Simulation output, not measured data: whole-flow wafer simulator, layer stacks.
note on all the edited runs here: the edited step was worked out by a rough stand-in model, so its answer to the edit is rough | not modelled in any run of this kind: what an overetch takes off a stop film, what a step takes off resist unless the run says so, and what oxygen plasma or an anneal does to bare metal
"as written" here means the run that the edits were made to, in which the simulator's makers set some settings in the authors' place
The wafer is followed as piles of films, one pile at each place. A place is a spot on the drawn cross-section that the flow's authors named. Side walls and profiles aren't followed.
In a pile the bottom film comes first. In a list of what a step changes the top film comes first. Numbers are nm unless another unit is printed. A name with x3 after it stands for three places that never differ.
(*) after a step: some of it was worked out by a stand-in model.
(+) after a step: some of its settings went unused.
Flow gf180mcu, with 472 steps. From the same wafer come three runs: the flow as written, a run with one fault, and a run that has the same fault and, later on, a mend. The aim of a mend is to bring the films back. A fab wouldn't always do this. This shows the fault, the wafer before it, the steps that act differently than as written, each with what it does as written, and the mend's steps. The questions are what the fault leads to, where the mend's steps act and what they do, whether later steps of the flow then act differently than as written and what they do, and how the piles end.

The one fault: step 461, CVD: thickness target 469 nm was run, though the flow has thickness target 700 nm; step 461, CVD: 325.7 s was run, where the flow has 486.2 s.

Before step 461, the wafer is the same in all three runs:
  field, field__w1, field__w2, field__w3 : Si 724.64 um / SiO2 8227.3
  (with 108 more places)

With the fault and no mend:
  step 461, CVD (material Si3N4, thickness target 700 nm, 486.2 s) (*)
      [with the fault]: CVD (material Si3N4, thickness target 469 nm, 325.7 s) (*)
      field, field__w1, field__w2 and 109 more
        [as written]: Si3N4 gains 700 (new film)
        [with the fault]: Si3N4 gains 469 (new film)
  Steps later in the flow that act otherwise than as written (not shown: 4 more steps that differ only slightly, by at most 2% or 0.5 nm, whichever is larger):
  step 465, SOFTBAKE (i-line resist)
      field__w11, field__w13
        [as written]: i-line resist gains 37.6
        [with the fault]: i-line resist gains 36.5
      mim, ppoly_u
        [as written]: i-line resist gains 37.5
        [with the fault]: i-line resist gains 36.4
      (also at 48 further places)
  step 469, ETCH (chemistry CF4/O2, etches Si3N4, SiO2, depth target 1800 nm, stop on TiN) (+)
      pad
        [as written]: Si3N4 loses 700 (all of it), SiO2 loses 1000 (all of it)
        [with the fault]: Si3N4 loses 469 (all of it), SiO2 loses 1000 (all of it)
  By the end, the piles at field, field__w1, field__w2 and 108 more depart from the flow's by more than 2% or 0.5 nm, whichever is larger.
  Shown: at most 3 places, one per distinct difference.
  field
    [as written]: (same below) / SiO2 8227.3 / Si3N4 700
    [with the fault]: (same below) / SiO2 8227.3 / Si3N4 469
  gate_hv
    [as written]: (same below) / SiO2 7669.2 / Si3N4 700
    [with the fault]: (same below) / SiO2 7669.2 / Si3N4 469
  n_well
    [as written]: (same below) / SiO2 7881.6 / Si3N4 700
    [with the fault]: (same below) / SiO2 7881.6 / Si3N4 469

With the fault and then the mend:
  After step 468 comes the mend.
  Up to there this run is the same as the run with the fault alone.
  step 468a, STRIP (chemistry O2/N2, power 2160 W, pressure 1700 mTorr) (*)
      iso_ptap_pw, iso_ntap_nw, iso_nw_fld and 33 more
        i-line resist loses 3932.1 (all of it)
      p_well, sti, spacer, sd_n, mim_1p0, dice_street
        i-line resist loses 3938.1 (all of it)
      field__w2, field__w3, field__w6
        i-line resist loses 3985 (all of it)
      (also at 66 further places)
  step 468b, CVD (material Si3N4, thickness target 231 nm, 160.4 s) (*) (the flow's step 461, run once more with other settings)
      field, field__w1, field__w2 and 109 more
        Si3N4 gains 231.1
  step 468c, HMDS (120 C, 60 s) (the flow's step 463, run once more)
      leaves every film unchanged at each place that is followed
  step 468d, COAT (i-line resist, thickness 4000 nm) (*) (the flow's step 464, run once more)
      iso_ptap_pw, iso_ntap_nw, iso_nw_fld and 33 more
        i-line resist gains 4000 (new film)
      field__w5, field__w9, field__w11, field__w13, gate_p_hv, nplus_u
        i-line resist gains 4017 (new film)
      p_well, sti, spacer, sd_n, mim_1p0, dice_street
        i-line resist gains 4006.3 (new film)
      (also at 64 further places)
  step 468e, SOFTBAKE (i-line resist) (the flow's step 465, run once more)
      field__w11, field__w13, mim, ppoly_u
        i-line resist gains 37.5
      ld_fp_p, ld_drift_p, ld_drn_p
        i-line resist gains 33.8
      field__w2, field_sub__w3
        i-line resist gains 33.3
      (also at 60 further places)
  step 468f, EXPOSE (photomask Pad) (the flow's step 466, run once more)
      leaves every film unchanged at each place that is followed
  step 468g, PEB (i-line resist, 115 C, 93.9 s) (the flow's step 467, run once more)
      iso_ptap_pw, iso_ntap_nw, iso_nw_fld and 33 more
        i-line resist loses 67.9
      field, field__w2, field__w3 and 25 more
        i-line resist loses 68.8
      field_sub, field_sub__w1, field_sub__w2 and 23 more
        i-line resist loses 68.7
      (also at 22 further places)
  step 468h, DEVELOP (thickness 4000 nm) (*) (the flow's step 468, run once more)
      field__w7, field__w9, field_sub__w1 and 13 more
        i-line resist loses 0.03
      pad
        i-line resist loses 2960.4 (all of it)
  Every later step of the flow that is run acts as written, at every place that is followed, to within 2% or 0.5 nm, whichever is larger.
  At the end the piles are close to the flow's at the places that both follow, differing by at most 2% or 0.5 nm, whichever is larger.
